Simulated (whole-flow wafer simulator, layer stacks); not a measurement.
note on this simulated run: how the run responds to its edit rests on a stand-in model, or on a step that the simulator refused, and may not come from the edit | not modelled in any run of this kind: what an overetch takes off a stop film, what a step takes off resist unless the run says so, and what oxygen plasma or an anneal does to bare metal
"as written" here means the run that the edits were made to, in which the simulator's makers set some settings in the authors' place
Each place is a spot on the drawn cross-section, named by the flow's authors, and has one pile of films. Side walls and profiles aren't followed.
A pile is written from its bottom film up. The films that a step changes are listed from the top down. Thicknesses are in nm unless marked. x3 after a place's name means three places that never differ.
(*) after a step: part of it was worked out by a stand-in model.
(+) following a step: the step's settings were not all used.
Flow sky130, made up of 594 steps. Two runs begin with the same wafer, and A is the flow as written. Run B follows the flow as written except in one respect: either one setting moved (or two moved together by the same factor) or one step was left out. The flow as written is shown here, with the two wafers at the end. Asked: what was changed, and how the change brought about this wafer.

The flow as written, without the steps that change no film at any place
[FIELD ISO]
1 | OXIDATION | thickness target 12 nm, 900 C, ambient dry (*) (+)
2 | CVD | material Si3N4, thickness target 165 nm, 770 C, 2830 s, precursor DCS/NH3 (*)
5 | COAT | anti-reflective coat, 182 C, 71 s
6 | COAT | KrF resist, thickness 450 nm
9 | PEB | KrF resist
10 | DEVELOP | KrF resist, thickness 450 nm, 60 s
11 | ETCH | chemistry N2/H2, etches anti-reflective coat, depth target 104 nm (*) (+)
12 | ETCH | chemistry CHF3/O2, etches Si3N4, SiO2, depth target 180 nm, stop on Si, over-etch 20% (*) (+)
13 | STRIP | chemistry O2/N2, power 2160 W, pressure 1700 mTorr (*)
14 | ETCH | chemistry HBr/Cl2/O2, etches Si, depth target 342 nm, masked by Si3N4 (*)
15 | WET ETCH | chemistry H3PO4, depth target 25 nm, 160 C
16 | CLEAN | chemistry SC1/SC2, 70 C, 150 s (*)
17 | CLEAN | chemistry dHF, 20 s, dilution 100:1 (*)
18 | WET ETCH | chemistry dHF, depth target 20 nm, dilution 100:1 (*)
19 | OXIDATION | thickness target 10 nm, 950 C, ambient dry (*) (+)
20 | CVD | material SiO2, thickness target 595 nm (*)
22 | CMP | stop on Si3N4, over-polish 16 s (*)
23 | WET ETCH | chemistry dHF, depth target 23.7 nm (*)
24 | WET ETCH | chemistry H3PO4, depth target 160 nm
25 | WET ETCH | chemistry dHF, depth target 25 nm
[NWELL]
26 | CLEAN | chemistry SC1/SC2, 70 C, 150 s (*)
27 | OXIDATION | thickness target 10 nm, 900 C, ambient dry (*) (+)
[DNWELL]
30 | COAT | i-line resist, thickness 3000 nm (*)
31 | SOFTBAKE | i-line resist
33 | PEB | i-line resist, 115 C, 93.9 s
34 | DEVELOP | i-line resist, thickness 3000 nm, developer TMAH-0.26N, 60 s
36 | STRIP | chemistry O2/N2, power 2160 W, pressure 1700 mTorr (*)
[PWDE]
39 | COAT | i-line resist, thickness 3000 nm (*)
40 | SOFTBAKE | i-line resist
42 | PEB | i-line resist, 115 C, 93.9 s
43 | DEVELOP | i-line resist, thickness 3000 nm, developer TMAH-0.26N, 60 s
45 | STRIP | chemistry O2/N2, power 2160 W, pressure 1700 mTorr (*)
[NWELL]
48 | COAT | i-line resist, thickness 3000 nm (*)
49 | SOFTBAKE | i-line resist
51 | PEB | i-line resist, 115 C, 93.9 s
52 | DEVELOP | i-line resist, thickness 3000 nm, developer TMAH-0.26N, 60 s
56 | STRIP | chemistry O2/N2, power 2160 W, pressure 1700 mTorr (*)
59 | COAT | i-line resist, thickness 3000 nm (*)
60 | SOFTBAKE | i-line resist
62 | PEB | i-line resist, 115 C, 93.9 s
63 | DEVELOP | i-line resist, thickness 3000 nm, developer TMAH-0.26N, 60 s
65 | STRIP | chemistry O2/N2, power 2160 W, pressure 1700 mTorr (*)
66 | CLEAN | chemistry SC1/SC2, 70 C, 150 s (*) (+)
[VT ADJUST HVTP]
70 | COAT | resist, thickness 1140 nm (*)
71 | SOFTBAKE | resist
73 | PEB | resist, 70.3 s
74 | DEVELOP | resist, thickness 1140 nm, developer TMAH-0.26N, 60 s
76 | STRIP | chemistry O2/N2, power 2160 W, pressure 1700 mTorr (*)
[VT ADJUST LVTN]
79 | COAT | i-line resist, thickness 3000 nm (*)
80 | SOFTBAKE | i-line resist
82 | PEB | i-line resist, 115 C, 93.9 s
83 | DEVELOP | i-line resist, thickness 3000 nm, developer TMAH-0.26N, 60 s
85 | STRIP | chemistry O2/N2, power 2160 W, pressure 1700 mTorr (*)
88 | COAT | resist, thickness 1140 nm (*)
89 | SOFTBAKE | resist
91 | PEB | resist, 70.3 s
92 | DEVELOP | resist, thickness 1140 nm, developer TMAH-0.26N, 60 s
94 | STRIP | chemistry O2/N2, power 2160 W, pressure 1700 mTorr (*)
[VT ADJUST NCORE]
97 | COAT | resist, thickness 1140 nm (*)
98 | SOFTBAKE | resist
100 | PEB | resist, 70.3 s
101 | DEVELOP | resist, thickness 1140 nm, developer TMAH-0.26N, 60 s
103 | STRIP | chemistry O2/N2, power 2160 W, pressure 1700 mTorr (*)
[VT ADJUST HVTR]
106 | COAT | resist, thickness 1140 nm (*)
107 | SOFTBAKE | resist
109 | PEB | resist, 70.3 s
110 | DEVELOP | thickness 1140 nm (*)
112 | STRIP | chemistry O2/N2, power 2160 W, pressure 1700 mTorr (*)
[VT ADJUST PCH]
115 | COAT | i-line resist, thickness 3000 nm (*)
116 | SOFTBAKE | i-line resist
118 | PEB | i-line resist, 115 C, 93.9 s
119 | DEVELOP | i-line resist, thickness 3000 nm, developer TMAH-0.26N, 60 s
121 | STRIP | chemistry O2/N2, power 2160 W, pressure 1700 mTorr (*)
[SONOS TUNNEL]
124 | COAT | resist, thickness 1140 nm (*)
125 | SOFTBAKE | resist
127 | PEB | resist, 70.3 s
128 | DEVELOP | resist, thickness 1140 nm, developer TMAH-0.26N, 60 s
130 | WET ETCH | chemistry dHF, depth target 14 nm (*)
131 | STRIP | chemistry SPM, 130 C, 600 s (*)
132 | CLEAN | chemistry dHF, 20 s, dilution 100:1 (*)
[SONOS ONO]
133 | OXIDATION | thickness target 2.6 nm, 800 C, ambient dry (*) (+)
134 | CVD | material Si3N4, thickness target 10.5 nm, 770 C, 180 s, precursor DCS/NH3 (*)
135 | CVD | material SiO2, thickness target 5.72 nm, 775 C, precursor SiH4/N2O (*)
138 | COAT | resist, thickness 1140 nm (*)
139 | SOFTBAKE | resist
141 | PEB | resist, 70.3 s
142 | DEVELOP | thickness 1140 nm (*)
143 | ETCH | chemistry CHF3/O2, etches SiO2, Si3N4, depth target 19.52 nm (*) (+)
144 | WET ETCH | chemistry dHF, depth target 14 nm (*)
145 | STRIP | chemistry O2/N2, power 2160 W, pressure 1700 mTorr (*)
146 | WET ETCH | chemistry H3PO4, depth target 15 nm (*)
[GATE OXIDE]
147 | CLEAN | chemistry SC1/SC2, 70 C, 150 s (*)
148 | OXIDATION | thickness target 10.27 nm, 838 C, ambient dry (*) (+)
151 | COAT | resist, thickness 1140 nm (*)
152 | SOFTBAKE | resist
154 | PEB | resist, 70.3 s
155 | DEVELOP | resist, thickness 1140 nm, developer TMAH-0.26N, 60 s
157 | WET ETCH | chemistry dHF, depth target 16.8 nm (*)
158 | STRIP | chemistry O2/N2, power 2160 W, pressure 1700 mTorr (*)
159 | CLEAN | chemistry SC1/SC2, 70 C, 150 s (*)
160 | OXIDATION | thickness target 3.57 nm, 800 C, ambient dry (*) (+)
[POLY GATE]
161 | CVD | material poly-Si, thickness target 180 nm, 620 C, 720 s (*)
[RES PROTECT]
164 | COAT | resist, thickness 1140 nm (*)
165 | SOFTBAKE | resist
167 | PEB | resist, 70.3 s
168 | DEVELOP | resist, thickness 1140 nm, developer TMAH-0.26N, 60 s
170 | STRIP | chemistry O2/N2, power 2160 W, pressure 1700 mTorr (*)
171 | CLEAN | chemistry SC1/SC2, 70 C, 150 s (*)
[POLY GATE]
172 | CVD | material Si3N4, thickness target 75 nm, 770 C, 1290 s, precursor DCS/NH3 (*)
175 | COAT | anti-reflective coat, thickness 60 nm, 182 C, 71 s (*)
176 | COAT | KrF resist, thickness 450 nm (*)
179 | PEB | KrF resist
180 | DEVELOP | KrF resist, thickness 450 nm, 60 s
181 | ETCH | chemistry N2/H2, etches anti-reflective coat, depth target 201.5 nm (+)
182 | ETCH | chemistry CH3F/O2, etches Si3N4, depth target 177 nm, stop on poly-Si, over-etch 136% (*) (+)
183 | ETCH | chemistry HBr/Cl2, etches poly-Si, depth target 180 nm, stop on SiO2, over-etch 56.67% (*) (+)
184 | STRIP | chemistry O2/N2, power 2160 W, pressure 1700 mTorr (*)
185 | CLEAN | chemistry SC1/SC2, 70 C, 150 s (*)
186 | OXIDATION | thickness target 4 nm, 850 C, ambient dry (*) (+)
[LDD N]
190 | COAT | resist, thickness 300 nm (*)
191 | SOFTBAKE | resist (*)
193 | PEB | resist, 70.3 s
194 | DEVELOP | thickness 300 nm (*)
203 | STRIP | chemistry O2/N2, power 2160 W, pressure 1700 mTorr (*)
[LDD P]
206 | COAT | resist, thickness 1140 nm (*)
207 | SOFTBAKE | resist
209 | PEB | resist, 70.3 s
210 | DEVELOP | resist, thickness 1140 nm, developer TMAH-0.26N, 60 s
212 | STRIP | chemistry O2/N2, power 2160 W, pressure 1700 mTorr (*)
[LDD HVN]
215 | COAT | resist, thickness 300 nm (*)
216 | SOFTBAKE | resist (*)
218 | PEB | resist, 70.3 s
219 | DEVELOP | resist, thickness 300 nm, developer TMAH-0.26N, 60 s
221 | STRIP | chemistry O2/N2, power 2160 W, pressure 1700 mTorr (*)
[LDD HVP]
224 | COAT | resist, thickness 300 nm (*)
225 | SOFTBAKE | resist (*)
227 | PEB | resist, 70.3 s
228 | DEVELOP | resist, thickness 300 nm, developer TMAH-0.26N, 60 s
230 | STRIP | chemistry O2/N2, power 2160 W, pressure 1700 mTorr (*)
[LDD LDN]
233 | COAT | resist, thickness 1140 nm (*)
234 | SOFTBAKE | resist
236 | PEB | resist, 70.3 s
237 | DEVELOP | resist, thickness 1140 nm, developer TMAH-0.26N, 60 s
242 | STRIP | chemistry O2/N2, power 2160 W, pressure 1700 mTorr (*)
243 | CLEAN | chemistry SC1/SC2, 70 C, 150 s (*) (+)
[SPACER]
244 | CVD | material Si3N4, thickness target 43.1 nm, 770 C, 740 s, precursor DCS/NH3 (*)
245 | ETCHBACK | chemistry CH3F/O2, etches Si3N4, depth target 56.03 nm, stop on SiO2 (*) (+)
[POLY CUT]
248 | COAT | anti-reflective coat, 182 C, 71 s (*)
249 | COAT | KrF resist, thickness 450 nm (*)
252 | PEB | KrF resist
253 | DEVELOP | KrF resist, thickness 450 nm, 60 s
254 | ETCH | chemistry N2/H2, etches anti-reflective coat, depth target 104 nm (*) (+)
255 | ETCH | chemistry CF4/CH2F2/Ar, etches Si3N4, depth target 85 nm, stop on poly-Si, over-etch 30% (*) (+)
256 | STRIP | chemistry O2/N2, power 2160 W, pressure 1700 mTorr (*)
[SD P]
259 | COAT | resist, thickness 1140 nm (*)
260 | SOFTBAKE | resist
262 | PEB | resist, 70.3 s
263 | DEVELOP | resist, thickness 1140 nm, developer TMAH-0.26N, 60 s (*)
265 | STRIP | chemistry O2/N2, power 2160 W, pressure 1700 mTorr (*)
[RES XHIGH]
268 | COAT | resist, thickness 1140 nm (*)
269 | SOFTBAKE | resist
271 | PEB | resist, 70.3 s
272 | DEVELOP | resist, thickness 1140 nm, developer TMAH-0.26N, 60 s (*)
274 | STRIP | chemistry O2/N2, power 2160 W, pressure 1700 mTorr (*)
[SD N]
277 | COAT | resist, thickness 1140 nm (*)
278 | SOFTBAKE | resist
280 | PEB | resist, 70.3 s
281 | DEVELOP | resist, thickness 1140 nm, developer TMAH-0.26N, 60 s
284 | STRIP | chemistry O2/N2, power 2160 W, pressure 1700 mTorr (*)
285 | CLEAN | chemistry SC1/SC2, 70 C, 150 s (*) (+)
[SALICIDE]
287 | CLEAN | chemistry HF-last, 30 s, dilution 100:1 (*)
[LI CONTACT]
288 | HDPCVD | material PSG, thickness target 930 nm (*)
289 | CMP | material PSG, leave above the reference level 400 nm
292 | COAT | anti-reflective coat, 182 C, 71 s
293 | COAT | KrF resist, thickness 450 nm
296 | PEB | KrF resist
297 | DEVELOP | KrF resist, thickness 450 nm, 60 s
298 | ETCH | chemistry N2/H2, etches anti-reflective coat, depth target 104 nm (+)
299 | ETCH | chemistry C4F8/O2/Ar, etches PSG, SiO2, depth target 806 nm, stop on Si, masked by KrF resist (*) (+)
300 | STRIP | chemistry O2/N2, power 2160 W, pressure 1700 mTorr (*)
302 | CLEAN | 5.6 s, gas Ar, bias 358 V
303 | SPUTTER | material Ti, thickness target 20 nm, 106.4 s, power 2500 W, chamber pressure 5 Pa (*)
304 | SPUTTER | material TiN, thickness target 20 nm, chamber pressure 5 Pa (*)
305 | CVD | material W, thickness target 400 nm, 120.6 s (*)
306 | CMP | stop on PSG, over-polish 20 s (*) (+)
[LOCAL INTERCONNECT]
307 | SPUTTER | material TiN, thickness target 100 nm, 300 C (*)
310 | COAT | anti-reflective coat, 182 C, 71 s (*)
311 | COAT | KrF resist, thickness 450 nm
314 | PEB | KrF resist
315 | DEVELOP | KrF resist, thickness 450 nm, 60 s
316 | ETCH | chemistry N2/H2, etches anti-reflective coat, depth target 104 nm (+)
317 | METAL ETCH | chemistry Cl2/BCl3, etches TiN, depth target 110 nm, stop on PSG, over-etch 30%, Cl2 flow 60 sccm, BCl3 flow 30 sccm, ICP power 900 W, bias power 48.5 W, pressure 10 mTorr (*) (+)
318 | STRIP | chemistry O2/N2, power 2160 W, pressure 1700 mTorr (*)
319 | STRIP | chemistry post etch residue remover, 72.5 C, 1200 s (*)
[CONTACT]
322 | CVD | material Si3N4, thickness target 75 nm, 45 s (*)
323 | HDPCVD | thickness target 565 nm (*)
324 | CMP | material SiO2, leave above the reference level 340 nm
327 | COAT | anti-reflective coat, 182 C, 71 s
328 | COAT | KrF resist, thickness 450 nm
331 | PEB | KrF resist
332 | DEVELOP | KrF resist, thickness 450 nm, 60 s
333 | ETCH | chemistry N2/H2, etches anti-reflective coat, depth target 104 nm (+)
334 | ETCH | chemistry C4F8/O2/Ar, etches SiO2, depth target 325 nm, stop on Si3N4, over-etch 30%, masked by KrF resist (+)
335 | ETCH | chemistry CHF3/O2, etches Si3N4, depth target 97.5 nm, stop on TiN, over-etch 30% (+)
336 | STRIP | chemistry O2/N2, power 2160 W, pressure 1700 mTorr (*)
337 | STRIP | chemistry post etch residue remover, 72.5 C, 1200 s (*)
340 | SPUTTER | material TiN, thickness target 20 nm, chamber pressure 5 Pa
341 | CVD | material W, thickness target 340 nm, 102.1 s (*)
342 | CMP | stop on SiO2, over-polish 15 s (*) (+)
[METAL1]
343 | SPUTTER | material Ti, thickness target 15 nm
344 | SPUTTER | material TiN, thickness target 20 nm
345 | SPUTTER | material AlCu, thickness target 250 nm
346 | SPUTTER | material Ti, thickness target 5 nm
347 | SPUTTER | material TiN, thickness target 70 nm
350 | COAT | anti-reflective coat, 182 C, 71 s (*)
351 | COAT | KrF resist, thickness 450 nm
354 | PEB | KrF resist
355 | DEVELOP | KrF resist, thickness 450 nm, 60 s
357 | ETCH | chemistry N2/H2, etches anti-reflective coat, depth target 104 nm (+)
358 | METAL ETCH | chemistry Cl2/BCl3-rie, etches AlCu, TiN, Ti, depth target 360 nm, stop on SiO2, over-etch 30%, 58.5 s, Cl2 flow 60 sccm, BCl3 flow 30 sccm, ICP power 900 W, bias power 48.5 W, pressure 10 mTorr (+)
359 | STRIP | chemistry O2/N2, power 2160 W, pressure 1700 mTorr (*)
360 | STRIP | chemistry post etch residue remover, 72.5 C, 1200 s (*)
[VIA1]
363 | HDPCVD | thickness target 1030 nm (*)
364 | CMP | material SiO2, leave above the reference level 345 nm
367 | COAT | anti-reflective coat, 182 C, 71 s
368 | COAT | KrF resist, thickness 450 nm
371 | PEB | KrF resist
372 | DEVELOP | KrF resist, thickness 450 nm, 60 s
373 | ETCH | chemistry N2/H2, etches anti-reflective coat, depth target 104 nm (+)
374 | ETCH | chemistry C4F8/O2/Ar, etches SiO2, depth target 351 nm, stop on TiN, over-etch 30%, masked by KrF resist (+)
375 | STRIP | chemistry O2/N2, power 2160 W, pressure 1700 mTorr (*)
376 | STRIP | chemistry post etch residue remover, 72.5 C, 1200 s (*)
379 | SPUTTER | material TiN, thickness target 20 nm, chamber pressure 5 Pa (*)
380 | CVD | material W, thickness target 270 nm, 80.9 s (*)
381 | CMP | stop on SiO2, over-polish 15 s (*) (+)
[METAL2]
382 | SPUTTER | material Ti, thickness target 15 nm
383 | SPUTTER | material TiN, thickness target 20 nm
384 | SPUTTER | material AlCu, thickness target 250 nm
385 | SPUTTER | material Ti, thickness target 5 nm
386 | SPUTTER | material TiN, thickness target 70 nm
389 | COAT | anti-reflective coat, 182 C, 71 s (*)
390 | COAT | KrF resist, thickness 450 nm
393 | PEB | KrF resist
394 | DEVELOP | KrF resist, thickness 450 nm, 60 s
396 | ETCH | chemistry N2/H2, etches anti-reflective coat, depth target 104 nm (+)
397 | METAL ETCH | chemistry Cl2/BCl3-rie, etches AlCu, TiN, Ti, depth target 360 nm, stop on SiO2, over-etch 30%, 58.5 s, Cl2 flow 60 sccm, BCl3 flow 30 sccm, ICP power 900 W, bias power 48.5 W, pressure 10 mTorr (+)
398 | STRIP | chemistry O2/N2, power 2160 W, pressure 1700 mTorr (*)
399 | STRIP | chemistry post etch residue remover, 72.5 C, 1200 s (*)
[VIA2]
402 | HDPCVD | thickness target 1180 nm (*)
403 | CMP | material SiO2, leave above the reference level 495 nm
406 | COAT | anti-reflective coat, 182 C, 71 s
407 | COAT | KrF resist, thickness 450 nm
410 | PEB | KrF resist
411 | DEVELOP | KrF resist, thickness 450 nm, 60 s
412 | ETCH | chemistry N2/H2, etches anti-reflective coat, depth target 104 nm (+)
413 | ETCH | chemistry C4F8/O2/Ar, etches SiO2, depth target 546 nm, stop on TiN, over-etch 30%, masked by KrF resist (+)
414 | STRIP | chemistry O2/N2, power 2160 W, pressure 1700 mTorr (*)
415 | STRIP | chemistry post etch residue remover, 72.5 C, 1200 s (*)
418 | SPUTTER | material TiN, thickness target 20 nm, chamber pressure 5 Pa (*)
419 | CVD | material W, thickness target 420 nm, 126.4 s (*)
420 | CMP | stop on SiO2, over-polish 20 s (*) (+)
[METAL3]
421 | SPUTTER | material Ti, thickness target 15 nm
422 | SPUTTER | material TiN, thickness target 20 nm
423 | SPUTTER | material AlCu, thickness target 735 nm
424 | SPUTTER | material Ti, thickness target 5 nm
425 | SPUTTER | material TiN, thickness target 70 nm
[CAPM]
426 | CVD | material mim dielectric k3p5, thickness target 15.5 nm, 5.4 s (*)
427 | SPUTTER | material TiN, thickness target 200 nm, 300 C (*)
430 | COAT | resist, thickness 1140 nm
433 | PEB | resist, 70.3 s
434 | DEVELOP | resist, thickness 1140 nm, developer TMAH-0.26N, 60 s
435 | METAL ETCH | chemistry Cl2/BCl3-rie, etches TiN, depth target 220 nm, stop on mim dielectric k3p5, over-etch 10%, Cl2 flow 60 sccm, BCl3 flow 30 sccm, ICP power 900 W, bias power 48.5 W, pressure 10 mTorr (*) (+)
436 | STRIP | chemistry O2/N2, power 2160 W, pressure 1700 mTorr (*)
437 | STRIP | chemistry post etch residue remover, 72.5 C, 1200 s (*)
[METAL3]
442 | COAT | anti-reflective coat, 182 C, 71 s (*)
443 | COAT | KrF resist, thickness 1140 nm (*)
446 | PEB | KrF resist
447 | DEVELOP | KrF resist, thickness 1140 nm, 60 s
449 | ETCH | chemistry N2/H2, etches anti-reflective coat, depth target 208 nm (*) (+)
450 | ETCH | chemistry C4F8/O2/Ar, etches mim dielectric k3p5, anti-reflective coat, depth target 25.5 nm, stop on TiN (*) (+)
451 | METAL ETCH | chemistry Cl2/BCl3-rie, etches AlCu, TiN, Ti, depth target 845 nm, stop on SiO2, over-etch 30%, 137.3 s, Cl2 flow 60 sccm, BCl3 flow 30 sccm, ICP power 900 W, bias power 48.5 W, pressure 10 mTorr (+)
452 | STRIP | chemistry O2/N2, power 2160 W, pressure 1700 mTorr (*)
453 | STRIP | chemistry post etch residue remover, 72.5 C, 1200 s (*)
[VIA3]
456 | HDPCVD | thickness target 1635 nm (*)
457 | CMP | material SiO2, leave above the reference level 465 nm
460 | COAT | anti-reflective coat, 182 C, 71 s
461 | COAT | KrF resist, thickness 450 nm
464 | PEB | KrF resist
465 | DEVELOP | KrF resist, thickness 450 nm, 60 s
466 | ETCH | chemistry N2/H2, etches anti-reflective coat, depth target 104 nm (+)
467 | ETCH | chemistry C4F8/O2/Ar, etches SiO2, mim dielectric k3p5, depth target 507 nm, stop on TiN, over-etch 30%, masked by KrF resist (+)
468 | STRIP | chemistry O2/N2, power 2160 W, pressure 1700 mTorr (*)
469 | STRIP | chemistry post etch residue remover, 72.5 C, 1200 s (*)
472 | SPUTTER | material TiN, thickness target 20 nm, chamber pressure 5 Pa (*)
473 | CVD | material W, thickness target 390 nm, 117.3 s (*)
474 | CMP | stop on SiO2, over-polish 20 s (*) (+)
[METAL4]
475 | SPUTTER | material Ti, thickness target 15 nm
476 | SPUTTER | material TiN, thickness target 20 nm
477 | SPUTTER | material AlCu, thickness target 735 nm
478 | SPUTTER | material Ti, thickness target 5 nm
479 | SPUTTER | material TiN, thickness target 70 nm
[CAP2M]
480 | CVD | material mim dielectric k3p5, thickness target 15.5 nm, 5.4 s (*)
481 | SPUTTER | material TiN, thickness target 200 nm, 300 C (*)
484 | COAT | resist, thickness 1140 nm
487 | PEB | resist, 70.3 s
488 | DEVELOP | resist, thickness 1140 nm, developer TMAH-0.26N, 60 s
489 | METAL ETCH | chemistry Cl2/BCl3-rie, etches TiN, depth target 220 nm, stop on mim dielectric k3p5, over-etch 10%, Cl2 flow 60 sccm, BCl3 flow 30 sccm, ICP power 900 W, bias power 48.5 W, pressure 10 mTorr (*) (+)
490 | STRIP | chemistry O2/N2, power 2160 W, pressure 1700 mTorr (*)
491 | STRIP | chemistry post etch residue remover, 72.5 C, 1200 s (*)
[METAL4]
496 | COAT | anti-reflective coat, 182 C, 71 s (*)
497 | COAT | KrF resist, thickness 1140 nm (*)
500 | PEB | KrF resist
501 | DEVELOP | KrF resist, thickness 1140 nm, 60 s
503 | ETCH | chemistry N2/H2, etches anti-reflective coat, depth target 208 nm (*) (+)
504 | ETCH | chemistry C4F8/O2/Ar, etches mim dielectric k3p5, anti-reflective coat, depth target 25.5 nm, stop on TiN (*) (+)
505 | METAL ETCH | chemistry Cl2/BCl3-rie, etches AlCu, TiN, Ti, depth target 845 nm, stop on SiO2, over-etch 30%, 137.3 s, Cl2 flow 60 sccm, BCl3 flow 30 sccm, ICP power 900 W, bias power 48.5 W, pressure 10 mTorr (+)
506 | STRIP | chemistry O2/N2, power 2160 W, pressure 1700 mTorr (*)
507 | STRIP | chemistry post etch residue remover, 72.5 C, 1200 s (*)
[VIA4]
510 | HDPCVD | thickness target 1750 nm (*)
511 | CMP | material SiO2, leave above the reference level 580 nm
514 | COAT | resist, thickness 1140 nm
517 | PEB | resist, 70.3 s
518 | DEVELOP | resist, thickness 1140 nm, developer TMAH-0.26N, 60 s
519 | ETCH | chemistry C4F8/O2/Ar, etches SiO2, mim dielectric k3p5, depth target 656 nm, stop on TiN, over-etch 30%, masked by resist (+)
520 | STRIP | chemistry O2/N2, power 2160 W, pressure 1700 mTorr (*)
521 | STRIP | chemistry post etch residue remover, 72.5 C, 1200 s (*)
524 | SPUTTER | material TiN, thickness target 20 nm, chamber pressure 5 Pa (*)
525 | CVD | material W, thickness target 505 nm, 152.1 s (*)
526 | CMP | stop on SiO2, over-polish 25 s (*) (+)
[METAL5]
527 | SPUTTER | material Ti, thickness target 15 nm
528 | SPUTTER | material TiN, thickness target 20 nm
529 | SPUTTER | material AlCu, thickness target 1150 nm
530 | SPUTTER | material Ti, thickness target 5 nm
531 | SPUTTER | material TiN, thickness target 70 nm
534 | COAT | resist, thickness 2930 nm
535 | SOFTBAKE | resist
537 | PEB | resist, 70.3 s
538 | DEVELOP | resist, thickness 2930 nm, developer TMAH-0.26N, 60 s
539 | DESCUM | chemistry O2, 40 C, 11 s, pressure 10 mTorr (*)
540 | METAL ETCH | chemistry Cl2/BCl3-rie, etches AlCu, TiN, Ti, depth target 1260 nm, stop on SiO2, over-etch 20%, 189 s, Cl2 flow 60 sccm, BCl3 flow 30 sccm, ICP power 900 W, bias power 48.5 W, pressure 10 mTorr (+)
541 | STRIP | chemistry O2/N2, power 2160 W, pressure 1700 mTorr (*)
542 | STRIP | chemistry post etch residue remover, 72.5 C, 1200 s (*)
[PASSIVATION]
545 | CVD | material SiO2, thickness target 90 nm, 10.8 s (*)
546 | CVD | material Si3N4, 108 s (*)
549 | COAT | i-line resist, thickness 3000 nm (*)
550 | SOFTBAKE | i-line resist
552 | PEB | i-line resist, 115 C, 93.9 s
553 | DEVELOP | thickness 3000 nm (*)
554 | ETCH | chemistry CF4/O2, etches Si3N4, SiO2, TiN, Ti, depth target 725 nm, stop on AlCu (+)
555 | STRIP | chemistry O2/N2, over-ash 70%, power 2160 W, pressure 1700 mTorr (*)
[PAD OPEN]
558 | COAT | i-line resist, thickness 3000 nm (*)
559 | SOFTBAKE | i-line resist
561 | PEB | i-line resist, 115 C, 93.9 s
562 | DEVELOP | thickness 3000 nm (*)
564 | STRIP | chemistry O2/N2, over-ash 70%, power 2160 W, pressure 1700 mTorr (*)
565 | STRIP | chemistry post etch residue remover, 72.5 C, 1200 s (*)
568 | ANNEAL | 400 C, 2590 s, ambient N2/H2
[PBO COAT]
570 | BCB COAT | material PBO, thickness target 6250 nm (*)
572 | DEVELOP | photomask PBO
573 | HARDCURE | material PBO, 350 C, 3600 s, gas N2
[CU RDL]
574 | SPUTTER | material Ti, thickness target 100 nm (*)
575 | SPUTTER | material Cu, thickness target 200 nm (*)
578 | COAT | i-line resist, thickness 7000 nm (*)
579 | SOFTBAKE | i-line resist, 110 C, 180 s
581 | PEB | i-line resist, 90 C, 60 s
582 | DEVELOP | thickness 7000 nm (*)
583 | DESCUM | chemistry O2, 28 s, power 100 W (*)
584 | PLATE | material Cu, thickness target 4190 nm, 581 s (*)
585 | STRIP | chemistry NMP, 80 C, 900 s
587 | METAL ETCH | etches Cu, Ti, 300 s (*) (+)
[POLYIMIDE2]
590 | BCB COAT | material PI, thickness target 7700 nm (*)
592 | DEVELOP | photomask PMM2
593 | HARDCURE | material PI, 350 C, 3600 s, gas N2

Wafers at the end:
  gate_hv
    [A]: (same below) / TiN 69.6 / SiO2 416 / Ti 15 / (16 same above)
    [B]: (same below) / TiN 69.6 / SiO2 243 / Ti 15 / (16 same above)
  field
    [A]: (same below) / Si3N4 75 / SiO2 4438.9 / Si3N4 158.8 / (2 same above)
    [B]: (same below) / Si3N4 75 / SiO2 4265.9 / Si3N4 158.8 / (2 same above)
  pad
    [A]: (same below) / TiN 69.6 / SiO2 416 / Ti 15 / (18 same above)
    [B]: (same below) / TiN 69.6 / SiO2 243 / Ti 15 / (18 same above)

The reason: step 403, CMP: leave above the reference level 322 nm was run, whereas the flow has leave above the reference level 495 nm.

Step by step, how the change led to this:
  403 | CMP | material SiO2, leave above the reference level 495 nm
      n_well, p_well, gate_hv and 101 more: A SiO2 loses 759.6 | B SiO2 loses 932.6
      field, active, gate and 82 more: A SiO2 loses 389.1 | B SiO2 loses 562.1
      (and at 2 other places as well)
  413 | ETCH | chemistry C4F8/O2/Ar, etches SiO2, depth target 546 nm, stop on TiN, over-etch 30%, masked by KrF resist (+)
      field, active, n_well and 186 more: A KrF resist loses 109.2 | B KrF resist loses 64.3
      m1: A SiO2 loses 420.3 (all of it) | B SiO2 loses 247.3 (all of it)
      (and at 1 other place as well)
  414 | STRIP | chemistry O2/N2, power 2160 W, pressure 1700 mTorr (*)
      field, active, n_well and 186 more: A KrF resist loses 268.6 (all of it), anti-reflective coat loses 80 (all of it) | B KrF resist loses 313.5 (all of it), anti-reflective coat loses 80 (all of it)
  418 | SPUTTER | material TiN, thickness target 20 nm, chamber pressure 5 Pa (*)
      m1, via2_hole: A TiN gains 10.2 | B TiN gains 12.7
  419 | CVD | material W, thickness target 420 nm, 126.4 s (*)
      m1: A W gains 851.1 (new film) | B W gains 675.6 (new film)
      via2_hole: A W gains 850.7 (new film) | B W gains 675.2 (new film)
